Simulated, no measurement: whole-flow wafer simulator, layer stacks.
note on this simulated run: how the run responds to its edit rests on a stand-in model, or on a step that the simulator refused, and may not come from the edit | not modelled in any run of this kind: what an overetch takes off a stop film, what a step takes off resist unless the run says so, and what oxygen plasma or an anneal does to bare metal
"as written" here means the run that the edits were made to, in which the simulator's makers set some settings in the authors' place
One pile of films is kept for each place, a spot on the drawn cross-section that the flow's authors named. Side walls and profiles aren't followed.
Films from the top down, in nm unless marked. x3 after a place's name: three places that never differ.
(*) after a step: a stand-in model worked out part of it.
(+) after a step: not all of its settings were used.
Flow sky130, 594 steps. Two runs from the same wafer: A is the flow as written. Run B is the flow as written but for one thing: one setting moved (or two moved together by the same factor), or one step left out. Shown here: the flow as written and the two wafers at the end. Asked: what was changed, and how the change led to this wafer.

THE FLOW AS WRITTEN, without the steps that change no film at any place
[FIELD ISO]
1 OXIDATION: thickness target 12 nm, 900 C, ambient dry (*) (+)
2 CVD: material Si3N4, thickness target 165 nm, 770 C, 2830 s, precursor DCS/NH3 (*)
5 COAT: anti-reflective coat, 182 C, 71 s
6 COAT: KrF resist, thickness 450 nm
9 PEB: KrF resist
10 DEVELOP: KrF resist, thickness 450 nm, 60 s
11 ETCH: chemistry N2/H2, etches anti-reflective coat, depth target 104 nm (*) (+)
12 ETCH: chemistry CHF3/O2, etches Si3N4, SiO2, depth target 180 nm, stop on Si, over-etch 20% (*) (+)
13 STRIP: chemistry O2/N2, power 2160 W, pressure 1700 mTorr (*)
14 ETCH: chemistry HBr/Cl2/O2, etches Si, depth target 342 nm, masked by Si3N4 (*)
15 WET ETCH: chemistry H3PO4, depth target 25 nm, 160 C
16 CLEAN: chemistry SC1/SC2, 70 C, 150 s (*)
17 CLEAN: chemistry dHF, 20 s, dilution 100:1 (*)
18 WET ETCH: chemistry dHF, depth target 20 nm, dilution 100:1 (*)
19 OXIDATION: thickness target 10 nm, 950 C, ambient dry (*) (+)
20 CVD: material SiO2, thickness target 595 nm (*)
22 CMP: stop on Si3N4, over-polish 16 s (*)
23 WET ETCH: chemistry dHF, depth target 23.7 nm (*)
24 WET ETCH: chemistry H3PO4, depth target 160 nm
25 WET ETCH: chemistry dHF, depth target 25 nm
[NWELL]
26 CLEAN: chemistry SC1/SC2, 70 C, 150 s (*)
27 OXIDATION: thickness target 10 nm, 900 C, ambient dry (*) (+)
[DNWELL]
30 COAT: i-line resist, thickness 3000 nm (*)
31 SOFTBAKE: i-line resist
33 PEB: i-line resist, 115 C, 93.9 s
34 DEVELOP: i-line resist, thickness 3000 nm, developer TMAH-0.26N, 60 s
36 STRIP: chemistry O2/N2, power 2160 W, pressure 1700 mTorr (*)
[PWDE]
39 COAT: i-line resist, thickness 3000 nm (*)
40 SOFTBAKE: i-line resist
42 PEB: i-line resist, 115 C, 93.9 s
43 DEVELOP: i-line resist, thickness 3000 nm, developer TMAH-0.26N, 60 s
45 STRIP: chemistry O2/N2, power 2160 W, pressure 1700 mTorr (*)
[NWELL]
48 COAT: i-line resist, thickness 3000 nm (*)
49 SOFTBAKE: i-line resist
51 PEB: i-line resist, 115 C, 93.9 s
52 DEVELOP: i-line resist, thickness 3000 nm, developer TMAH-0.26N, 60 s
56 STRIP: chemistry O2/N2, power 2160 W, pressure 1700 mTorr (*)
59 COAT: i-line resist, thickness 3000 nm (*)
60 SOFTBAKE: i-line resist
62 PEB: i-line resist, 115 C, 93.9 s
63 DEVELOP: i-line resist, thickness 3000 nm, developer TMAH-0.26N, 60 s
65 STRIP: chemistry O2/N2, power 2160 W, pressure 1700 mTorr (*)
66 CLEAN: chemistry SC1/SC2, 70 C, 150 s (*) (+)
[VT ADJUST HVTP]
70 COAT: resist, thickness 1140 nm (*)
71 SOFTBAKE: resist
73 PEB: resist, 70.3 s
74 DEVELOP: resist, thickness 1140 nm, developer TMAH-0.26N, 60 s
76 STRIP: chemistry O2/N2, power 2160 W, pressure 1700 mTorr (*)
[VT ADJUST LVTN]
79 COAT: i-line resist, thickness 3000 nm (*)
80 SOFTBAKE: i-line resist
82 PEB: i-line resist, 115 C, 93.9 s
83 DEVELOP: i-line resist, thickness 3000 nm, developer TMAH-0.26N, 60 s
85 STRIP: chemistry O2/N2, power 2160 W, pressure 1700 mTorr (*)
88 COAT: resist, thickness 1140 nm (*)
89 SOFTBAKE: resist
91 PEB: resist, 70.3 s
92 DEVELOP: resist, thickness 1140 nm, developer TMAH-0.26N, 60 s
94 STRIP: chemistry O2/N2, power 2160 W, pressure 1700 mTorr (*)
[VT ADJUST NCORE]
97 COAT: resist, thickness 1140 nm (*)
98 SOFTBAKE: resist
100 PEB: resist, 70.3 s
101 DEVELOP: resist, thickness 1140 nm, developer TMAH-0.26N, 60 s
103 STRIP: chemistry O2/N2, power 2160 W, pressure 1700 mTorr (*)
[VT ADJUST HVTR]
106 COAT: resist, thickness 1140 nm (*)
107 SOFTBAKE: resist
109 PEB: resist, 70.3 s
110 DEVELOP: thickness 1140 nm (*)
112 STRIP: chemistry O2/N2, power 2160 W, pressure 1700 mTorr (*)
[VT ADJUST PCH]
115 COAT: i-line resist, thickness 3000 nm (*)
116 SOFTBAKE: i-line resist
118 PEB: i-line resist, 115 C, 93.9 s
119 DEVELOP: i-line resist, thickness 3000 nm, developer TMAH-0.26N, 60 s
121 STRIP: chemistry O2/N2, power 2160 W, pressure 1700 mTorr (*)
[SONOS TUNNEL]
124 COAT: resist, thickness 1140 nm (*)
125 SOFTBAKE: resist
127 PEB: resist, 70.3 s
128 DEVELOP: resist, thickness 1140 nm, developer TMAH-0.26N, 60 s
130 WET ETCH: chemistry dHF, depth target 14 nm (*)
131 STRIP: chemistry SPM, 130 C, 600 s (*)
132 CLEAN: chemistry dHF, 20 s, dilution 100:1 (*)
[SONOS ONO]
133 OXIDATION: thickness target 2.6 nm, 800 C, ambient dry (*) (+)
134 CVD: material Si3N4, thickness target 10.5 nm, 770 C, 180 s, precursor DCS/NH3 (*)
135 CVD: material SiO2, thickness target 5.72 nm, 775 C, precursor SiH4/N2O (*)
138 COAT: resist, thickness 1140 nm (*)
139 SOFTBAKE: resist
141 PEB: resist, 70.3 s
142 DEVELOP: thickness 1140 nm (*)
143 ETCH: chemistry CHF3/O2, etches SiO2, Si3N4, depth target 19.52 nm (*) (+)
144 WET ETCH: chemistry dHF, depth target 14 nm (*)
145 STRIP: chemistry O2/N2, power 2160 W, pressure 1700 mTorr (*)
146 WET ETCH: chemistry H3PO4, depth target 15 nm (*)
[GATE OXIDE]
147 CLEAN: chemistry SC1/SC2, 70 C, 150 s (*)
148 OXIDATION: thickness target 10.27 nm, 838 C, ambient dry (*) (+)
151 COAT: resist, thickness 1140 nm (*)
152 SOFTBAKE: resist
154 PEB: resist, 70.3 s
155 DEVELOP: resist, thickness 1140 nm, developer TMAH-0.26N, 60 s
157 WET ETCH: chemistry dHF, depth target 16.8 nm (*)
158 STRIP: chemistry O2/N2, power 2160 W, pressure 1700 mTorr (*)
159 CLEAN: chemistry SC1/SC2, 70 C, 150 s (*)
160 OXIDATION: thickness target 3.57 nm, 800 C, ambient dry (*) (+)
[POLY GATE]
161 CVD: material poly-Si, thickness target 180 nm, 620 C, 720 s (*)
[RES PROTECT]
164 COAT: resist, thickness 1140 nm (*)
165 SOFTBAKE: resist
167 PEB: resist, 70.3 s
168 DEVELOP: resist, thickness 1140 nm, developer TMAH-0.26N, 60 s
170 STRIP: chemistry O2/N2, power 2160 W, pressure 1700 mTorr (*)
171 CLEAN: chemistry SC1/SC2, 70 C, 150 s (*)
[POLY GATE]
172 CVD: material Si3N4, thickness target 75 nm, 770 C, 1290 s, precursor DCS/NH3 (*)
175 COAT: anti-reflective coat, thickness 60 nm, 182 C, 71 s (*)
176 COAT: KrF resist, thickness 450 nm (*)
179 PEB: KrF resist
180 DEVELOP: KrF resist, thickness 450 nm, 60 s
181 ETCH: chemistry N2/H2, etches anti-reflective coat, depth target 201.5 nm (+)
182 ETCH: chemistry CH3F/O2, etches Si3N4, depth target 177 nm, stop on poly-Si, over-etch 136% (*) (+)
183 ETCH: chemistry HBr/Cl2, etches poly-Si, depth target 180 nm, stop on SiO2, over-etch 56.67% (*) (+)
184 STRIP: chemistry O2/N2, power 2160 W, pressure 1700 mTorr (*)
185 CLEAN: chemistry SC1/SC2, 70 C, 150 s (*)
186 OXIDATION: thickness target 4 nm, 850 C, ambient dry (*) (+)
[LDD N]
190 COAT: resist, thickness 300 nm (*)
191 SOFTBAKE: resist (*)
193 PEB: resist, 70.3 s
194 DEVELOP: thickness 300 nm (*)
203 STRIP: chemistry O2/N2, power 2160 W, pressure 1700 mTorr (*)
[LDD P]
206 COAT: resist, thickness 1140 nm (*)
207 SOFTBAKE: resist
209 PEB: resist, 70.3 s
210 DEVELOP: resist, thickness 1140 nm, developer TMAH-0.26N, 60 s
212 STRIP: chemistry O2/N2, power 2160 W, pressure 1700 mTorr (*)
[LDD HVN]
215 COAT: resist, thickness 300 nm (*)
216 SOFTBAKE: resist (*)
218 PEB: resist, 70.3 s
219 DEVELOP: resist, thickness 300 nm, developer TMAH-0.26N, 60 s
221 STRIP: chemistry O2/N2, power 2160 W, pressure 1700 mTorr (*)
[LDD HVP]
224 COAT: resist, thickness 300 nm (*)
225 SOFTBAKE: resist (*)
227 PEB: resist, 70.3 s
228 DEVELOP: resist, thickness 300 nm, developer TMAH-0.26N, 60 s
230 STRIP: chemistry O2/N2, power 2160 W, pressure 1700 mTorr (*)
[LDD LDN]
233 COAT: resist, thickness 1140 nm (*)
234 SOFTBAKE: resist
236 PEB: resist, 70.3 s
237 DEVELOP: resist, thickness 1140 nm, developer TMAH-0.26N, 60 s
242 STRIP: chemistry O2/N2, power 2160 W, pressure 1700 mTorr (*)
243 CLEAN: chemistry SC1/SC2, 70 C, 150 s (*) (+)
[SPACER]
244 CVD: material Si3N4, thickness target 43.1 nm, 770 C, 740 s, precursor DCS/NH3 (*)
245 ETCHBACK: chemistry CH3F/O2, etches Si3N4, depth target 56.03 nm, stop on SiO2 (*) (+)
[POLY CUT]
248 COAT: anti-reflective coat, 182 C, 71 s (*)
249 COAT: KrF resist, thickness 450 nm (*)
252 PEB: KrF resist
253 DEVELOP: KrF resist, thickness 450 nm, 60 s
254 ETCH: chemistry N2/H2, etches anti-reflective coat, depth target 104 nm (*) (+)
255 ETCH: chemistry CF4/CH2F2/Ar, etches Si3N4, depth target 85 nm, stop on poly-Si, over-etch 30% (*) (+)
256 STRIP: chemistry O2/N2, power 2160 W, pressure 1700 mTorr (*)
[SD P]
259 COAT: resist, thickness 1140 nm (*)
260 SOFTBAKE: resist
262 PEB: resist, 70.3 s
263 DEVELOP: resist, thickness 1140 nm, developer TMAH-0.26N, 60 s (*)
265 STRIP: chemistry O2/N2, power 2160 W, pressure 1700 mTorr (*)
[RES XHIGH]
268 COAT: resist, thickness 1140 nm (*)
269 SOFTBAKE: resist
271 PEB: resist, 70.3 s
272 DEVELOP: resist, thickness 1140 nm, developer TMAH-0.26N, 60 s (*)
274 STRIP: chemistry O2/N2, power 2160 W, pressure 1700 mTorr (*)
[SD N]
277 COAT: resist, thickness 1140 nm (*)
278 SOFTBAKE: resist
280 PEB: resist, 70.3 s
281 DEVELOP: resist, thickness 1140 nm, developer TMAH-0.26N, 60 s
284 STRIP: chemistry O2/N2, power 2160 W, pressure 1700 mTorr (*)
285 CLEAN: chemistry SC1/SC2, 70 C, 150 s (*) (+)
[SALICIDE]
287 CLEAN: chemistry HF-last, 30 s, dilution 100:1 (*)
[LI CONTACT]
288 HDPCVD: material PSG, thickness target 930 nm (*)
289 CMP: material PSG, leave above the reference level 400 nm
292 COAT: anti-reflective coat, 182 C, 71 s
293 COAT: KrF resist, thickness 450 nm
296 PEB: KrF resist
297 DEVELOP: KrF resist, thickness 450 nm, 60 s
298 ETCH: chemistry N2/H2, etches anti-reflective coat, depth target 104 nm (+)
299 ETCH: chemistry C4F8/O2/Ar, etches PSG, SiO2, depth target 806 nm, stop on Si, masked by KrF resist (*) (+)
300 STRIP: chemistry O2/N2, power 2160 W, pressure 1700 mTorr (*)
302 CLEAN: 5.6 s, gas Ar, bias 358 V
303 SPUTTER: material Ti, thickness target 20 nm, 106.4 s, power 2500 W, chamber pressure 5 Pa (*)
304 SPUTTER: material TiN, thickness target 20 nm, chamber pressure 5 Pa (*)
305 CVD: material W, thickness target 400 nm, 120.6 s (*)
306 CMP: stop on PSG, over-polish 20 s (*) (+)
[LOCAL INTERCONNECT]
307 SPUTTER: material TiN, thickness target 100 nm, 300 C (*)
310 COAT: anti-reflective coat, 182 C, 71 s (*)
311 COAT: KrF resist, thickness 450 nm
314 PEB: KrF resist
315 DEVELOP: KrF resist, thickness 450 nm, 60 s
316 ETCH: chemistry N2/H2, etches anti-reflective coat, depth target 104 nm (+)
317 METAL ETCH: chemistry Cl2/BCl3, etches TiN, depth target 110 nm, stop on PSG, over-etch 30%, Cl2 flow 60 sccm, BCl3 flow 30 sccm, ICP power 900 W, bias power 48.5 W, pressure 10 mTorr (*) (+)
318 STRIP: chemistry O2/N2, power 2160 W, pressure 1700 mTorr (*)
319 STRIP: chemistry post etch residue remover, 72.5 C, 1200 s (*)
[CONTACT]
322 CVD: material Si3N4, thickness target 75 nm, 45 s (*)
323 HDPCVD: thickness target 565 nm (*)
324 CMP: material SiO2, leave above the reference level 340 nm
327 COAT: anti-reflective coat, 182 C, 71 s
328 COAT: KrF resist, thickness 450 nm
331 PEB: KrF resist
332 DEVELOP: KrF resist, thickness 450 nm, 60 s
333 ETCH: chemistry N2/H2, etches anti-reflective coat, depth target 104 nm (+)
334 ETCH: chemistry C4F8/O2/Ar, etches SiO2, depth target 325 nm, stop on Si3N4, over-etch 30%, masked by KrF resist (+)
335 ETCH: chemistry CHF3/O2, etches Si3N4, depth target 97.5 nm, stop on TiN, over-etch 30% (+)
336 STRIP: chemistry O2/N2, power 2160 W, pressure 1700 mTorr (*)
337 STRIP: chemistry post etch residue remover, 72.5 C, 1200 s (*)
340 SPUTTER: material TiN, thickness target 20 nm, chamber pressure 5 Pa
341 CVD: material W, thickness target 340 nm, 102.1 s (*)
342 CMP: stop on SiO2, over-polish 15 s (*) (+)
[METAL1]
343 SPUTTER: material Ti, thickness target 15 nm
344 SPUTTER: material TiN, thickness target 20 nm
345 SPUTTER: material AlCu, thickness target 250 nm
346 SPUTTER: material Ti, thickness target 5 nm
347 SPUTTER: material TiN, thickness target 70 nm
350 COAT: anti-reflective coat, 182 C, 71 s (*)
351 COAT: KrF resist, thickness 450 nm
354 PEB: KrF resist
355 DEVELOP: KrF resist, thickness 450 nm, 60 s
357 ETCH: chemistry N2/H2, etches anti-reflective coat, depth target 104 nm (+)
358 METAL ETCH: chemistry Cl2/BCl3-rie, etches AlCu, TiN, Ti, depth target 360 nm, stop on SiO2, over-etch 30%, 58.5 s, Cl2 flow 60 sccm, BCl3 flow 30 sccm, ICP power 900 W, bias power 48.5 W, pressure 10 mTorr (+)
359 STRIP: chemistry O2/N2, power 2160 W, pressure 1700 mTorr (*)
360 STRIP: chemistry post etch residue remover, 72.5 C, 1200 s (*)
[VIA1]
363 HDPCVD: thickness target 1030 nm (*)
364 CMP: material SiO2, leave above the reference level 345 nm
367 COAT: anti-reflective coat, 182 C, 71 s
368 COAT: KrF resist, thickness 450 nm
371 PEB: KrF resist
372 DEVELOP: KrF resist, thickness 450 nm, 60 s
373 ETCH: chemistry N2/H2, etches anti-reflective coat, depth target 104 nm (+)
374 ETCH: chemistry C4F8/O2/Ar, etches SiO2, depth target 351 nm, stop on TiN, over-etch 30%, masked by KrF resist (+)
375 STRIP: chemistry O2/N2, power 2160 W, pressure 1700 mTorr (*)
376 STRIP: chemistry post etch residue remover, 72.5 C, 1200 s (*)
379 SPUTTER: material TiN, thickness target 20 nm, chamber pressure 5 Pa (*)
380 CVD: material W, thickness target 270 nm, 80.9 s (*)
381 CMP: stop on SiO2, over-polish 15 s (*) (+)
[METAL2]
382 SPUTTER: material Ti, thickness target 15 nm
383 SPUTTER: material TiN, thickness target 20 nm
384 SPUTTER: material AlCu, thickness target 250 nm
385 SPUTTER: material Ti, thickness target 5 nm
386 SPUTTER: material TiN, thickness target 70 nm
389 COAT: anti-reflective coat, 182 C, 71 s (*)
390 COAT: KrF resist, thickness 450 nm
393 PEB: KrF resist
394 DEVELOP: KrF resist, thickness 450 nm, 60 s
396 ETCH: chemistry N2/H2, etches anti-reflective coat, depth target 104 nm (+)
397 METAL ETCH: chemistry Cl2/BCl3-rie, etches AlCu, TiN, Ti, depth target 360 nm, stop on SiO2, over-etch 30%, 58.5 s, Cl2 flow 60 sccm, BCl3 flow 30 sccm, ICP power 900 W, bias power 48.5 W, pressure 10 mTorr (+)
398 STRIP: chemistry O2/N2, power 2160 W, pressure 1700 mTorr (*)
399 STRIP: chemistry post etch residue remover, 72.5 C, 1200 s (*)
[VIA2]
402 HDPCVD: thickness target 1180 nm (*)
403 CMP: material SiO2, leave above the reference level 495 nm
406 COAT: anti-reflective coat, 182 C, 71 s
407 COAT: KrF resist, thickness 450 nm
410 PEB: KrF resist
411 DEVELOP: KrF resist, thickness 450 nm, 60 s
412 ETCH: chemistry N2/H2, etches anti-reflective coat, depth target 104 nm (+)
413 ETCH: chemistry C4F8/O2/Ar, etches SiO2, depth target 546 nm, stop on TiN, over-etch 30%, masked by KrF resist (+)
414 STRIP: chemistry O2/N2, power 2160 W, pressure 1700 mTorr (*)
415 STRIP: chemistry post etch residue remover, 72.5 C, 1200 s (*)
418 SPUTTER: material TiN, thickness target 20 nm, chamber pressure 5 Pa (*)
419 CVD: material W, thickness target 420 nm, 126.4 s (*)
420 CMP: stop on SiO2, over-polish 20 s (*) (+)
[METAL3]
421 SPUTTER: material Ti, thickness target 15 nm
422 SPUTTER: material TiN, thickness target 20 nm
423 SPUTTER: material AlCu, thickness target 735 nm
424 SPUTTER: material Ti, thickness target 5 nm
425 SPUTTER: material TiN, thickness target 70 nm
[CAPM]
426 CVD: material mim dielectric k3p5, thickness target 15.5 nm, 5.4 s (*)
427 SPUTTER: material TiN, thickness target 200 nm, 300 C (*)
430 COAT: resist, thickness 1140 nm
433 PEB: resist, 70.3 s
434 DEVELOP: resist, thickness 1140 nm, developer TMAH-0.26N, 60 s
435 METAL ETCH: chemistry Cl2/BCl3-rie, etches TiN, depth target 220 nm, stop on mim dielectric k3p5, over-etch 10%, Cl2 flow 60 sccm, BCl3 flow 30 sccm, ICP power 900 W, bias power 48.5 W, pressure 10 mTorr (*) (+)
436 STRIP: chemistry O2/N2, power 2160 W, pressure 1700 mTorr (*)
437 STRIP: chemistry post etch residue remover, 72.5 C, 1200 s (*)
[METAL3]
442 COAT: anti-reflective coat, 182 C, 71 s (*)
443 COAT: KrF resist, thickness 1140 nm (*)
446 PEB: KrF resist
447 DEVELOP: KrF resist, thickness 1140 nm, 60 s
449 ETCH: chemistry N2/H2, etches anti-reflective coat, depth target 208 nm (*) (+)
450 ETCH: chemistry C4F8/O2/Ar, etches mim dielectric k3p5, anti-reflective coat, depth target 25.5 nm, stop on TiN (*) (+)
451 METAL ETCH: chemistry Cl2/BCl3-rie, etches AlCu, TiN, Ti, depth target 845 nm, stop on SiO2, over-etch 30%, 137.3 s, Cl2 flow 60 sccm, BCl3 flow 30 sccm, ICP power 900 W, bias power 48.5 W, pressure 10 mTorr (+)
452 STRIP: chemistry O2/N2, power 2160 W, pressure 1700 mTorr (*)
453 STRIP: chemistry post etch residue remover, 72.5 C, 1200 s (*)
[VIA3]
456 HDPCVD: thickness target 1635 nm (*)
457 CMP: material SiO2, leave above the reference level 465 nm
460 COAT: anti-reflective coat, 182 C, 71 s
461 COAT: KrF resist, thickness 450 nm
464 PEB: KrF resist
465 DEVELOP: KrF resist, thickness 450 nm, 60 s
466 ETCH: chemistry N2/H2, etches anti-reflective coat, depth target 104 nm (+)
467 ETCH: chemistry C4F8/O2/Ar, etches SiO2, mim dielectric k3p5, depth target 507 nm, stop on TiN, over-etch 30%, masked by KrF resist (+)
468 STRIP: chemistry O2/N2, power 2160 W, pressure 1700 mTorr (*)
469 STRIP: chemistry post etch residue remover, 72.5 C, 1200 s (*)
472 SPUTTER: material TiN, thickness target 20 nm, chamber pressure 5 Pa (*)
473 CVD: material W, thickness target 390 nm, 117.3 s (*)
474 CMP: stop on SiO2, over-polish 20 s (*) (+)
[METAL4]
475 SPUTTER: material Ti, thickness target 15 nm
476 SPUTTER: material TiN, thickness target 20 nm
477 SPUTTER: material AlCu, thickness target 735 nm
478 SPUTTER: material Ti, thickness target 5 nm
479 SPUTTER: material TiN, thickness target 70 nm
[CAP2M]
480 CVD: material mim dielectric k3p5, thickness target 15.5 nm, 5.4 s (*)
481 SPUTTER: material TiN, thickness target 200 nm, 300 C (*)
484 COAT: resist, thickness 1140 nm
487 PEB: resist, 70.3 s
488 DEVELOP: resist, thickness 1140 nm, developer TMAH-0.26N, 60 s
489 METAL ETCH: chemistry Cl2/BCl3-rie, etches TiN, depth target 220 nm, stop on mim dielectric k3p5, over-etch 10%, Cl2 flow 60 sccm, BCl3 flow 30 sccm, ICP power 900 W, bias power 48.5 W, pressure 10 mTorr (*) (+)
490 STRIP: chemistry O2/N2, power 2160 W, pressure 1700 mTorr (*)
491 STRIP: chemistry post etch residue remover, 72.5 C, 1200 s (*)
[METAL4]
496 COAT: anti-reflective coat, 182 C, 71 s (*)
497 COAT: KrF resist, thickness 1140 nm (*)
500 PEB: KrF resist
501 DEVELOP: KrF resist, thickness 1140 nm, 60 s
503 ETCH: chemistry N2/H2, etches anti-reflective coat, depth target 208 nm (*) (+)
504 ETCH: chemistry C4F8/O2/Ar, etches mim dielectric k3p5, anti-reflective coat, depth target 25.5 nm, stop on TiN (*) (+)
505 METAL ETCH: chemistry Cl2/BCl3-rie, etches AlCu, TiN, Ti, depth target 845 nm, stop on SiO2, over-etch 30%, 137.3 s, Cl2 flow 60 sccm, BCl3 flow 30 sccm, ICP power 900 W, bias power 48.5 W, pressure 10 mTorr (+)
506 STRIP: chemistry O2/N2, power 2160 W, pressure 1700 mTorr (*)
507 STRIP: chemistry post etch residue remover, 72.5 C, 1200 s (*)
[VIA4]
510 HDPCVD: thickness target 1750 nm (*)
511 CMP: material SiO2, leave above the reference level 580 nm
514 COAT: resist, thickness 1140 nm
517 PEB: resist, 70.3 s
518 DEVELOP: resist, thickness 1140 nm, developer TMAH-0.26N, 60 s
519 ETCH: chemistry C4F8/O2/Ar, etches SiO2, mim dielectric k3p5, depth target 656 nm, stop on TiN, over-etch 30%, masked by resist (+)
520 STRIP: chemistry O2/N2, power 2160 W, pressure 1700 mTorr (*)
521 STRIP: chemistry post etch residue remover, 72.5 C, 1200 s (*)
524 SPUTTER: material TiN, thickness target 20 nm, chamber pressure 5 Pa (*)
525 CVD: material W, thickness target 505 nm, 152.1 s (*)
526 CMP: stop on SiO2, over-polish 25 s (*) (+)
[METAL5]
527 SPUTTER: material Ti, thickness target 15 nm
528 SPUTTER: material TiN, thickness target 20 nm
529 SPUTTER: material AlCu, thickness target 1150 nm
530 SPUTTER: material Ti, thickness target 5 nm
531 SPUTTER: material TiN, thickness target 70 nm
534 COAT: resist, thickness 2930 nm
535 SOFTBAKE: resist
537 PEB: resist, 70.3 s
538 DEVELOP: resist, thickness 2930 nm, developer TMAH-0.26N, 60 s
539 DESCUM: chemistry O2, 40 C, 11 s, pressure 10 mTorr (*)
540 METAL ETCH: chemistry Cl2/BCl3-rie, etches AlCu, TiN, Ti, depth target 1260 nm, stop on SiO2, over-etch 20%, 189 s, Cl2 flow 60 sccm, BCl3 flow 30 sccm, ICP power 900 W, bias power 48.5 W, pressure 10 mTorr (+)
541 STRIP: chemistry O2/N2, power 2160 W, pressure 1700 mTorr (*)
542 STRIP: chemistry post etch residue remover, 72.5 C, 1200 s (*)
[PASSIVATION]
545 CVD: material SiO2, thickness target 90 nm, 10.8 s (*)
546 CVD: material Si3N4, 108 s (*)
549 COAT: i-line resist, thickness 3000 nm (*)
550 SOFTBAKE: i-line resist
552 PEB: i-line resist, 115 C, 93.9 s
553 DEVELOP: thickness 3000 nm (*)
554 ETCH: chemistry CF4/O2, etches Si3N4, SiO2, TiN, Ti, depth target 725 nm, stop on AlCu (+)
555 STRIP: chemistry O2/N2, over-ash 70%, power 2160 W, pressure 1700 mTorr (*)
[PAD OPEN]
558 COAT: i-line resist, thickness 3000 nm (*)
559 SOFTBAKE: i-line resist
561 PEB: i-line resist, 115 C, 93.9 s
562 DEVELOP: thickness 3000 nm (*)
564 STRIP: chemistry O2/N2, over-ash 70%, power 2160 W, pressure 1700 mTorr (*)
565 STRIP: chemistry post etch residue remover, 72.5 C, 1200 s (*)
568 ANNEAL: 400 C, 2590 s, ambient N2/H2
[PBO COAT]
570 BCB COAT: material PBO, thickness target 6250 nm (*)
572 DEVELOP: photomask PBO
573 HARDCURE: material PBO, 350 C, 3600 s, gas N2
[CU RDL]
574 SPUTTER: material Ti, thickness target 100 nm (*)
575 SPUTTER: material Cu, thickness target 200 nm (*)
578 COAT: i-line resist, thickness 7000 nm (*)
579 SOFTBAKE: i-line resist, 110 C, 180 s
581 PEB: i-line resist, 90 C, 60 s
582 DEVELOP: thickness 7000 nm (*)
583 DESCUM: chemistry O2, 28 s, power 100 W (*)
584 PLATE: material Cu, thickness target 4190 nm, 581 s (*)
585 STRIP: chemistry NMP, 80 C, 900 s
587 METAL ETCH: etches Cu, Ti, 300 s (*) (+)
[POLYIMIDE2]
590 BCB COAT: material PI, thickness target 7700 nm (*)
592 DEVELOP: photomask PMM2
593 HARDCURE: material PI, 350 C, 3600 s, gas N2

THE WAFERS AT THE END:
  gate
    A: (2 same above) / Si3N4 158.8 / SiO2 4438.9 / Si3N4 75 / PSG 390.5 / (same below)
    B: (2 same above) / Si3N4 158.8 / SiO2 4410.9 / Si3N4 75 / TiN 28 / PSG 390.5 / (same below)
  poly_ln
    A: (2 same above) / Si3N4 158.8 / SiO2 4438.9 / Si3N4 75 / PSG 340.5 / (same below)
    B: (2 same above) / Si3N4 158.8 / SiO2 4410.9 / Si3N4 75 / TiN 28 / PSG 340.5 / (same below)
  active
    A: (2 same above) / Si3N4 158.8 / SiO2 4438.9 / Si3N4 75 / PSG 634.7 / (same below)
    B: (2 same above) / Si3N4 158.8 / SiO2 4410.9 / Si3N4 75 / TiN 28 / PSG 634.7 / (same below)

The cause: step 316, ETCH: depth target 53 nm was run, where the flow has depth target 104 nm.

How the change led to this, step by step:
  316 ETCH: chemistry N2/H2, etches anti-reflective coat, depth target 104 nm (+)
      field, active, gate and 87 more: A anti-reflective coat -80 (all of it), TiN -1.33 | B anti-reflective coat -53
      rpo_hd: A anti-reflective coat -80 (all of it), TiN -1.34 | B anti-reflective coat -53
      (and at 100 more places)
  317 METAL ETCH: chemistry Cl2/BCl3, etches TiN, depth target 110 nm, stop on PSG, over-etch 30%, Cl2 flow 60 sccm, BCl3 flow 30 sccm, ICP power 900 W, bias power 48.5 W, pressure 10 mTorr (*) (+)
      field, active, gate and 88 more: A TiN -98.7 (all of it) | B anti-reflective coat -27 (all of it), TiN -71.6
  318 STRIP: chemistry O2/N2, power 2160 W, pressure 1700 mTorr (*)
      n_well, p_well, gate_hv and 93 more: A KrF resist -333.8 (all of it), anti-reflective coat -80 (all of it) | B KrF resist -362.2 (all of it), anti-reflective coat -80 (all of it)
      poly_licon, ndiff_licon, ndiff_licon_cpp, rpo_hd_licon: A KrF resist -333.9 (all of it), anti-reflective coat -80.5 (all of it) | B KrF resist -362.2 (all of it), anti-reflective coat -80.5 (all of it)
  324 CMP: material SiO2, leave above the reference level 340 nm
      field, active, gate and 88 more: A SiO2 -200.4 | B SiO2 -228.4
Counting metal films that touch as one body, gate has 1 body; the flow as written gives 0 bodies.
Counting metal films that touch as one body, poly_ln has 1 body; the flow as written gives 0 bodies.
Counting metal films that touch as one body, active has 1 body; the flow as written gives 0 bodies.
